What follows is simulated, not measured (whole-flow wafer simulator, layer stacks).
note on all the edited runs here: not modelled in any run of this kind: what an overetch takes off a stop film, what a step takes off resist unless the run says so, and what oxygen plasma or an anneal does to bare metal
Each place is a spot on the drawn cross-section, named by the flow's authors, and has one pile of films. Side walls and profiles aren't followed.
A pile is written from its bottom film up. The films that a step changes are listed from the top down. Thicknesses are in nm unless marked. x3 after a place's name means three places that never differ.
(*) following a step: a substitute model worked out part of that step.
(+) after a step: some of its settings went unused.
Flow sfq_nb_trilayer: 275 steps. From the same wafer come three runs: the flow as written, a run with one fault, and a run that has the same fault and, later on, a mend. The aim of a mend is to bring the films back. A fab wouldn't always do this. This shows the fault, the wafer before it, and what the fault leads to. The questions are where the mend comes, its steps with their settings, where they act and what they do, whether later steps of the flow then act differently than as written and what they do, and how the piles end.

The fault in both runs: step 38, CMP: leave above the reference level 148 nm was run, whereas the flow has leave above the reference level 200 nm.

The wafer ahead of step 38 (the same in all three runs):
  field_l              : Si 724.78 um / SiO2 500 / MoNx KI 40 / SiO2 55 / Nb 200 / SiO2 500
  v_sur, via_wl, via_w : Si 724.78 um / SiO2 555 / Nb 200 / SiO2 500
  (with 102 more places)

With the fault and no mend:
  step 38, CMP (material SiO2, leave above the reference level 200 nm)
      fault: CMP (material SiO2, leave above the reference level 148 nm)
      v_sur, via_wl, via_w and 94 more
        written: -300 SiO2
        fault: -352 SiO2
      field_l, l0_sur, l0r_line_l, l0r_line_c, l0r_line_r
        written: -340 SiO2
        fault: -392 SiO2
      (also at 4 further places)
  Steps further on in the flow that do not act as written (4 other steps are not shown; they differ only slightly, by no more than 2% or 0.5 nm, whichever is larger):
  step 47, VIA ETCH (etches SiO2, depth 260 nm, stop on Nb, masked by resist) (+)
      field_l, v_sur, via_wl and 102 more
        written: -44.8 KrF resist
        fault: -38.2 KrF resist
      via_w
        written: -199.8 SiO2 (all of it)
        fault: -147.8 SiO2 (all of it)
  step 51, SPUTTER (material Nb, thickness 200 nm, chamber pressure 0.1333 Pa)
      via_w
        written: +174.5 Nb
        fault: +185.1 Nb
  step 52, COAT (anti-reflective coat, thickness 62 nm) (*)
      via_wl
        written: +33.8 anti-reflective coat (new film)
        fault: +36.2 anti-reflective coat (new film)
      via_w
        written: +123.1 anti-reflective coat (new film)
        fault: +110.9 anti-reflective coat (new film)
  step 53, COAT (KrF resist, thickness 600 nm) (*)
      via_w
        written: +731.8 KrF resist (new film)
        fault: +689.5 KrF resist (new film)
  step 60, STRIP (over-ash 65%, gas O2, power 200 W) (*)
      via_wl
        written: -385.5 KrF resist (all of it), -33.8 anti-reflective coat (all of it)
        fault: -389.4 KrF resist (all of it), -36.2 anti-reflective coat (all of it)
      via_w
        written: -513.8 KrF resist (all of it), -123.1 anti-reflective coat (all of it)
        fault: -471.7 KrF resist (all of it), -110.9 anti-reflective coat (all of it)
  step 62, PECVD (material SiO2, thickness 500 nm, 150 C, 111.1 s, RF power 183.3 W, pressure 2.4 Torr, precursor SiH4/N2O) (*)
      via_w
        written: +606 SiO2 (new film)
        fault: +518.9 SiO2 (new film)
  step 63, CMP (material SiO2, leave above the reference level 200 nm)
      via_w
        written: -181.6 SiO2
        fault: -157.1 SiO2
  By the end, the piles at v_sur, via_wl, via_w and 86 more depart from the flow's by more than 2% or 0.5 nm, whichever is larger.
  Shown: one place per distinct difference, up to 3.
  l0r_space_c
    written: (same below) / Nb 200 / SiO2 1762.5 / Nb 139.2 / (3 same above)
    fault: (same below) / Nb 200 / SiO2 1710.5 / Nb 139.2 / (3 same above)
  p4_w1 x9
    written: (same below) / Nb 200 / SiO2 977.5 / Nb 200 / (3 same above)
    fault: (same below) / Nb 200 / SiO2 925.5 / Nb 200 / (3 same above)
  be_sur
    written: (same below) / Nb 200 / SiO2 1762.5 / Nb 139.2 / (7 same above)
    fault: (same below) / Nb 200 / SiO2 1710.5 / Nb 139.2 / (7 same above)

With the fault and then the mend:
  The mend stands after step 39.
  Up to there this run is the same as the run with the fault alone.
  step 39a, PECVD (material SiO2, thickness 52 nm, 150 C, 11.56 s, RF power 183.3 W, pressure 2.4 Torr, precursor SiH4/N2O) (a further turn of the flow's step 37, with different settings)
      field_l, v_sur, via_wl and 103 more
        +52 SiO2
  Later steps of the flow that are run all act as written at every place that is followed, up to a difference of at most 2% or 0.5 nm, whichever is larger.
  At the end the piles are close to the flow's at the places that both follow, differing by at most 2% or 0.5 nm, whichever is larger.
